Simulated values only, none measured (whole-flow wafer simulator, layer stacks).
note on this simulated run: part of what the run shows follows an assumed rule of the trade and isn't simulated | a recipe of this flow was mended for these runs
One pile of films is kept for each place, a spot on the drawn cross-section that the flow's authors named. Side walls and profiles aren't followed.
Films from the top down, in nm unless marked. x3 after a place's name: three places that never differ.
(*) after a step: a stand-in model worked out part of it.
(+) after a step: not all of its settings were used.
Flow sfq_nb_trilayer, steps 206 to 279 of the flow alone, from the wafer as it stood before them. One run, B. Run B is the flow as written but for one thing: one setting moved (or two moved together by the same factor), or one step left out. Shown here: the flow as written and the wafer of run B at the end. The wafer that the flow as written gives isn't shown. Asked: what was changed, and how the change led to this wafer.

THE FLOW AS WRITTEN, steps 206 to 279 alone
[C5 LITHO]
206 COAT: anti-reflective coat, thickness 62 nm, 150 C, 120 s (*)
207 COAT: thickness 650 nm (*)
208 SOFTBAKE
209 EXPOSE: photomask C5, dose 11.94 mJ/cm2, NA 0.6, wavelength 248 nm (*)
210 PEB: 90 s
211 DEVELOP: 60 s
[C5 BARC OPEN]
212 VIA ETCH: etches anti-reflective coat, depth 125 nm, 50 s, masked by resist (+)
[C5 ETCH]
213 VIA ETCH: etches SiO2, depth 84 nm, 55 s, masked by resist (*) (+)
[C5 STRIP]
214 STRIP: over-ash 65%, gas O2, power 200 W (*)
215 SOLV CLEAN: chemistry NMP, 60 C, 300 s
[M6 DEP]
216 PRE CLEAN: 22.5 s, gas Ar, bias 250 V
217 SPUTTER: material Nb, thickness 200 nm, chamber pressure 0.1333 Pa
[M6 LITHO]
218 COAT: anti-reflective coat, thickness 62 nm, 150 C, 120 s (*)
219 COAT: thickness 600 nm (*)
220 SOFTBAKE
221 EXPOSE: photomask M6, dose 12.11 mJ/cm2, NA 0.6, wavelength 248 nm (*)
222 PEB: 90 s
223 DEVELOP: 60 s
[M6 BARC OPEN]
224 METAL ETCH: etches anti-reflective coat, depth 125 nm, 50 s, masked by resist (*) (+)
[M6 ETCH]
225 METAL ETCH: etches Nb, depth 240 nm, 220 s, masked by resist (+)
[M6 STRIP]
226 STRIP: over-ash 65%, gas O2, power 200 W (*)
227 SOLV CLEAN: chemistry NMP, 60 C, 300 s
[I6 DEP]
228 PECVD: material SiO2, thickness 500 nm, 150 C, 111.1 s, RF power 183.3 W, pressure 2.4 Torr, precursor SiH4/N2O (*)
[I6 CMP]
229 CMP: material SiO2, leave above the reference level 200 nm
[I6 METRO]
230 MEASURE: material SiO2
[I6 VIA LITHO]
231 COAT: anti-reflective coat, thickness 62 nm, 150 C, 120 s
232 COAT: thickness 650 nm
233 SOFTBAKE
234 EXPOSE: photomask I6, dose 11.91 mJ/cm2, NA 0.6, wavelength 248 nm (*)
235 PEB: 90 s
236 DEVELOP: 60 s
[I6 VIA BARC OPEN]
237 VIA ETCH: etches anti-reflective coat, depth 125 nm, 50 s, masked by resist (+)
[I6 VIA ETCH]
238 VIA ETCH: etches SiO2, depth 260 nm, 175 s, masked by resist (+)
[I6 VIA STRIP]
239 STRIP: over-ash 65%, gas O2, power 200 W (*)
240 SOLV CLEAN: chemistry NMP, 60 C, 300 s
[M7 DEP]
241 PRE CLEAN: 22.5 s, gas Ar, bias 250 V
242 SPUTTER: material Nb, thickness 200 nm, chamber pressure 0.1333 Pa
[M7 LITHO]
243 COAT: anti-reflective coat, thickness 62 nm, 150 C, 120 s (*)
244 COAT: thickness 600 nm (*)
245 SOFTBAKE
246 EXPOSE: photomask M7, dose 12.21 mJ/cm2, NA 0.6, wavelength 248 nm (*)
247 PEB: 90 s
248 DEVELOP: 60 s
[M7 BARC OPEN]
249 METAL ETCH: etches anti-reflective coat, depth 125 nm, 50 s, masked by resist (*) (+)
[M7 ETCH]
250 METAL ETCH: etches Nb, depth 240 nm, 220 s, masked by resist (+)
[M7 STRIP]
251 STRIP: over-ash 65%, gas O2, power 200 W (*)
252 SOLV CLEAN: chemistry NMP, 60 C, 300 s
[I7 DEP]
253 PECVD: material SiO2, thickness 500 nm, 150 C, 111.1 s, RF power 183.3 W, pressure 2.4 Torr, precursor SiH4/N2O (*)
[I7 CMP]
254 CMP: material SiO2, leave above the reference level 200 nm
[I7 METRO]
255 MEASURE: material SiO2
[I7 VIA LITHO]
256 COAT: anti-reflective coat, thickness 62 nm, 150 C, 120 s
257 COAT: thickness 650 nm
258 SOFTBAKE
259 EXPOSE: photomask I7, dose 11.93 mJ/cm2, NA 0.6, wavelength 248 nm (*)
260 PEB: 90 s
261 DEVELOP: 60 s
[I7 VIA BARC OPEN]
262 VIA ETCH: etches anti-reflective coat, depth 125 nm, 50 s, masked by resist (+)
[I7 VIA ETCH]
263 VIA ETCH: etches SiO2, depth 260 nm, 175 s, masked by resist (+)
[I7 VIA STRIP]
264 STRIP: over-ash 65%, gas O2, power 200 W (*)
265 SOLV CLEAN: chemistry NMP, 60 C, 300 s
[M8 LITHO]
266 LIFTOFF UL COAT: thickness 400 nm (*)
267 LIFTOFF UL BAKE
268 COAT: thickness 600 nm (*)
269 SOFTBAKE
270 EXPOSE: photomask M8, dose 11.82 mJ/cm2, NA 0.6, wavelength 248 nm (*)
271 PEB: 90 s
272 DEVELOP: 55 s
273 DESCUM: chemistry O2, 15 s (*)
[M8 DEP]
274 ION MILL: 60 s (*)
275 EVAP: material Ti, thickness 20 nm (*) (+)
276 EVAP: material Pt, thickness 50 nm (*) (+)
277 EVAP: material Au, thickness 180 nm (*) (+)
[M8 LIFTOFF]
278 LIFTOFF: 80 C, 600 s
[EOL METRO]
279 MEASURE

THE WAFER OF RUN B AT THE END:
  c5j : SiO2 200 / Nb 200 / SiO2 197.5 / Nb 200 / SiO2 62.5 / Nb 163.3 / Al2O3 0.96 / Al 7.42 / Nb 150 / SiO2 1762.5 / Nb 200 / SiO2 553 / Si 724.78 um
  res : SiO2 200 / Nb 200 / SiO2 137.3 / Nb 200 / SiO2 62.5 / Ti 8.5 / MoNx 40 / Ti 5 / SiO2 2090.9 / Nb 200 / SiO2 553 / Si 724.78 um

The cause: step 212, VIA ETCH: etches anti-reflective coat, depth 125 nm, 50 s, masked by resist (+), was left out.

How the change led to this, step by step:
  213 VIA ETCH: etches SiO2, depth 84 nm, 55 s, masked by resist (*) (+)
      c5j: anti-reflective coat -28 (as written it would be: SiO2 -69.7 (all of it), Nb -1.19)
      res: anti-reflective coat -28 (as written it would be: SiO2 -69.7 (all of it), Ti -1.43)
  214 STRIP: over-ash 65%, gas O2, power 200 W (*)
      c5j: anti-reflective coat -45.7 (all of it) (as written it would be: nothing)
      res: anti-reflective coat -29.9 (all of it) (as written it would be: nothing)
      (and at 104 more places)
  216 PRE CLEAN: 22.5 s, gas Ar, bias 250 V
      c5j: SiO2 -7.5 (as written it would be: Nb -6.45)
      res: SiO2 -7.5 (as written it would be: Ti -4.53)
  217 SPUTTER: material Nb, thickness 200 nm, chamber pressure 0.1333 Pa
      c5j: Nb +200 (new film) (as written it would be: Nb +188.4)
      res: Nb +200 (new film) (as written it would be: Nb +192.6 (new film))
  218 COAT: anti-reflective coat, thickness 62 nm, 150 C, 120 s (*)
      be_sur: anti-reflective coat +27 (new film) (as written it would be: anti-reflective coat +28.5 (new film))
      jj_sur: anti-reflective coat +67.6 (new film) (as written it would be: anti-reflective coat +57.9 (new film))
      (and at 11 more places)
  219 COAT: thickness 600 nm (*)
      res: KrF-resist-other-grade +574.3 (new film) (as written it would be: KrF-resist-other-grade +587.6 (new film))
  224 METAL ETCH: etches anti-reflective coat, depth 125 nm, 50 s, masked by resist (*) (+)
      moat: anti-reflective coat -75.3 (all of it) (as written it would be: anti-reflective coat -73.4 (all of it))
      field_r: anti-reflective coat -64.3 (all of it) (as written it would be: anti-reflective coat -67 (all of it))
      (and at 1 more place)
  226 STRIP: over-ash 65%, gas O2, power 200 W (*)
      be_sur: KrF-resist-other-grade -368 (all of it), anti-reflective coat -27 (all of it) (as written it would be: KrF-resist-other-grade -365.3 (all of it), anti-reflective coat -28.5 (all of it))
      jj_sur: KrF-resist-other-grade -357.6 (all of it), anti-reflective coat -67.6 (all of it) (as written it would be: KrF-resist-other-grade -361.7 (all of it), anti-reflective coat -57.9 (all of it))
      (and at 8 more places)
  228 PECVD: material SiO2, thickness 500 nm, 150 C, 111.1 s, RF power 183.3 W, pressure 2.4 Torr, precursor SiH4/N2O (*)
      c5j: SiO2 +500 (new film) (as written it would be: SiO2 +514.7 (new film))
  229 CMP: material SiO2, leave above the reference level 200 nm
      c5j: SiO2 -295 (as written it would be: SiO2 -228)
      res: SiO2 -355.2 (as written it would be: SiO2 -279.3)
Counting metal films that touch as one body, c5j has 5 bodies (between them, from the top down: SiO2 197.5; SiO2 62.5; Al2O3 0.96; SiO2 1762.5); the flow as written gives 4 bodies (between them, from the top down: SiO2 279.2; Al2O3 0.96; SiO2 1762.5).
Counting metal films that touch as one body, res has 4 bodies (between them, from the top down: SiO2 137.3; SiO2 62.5; SiO2 2090.9); the flow as written gives 3 bodies (between them, from the top down: SiO2 213.2; SiO2 2090.9).
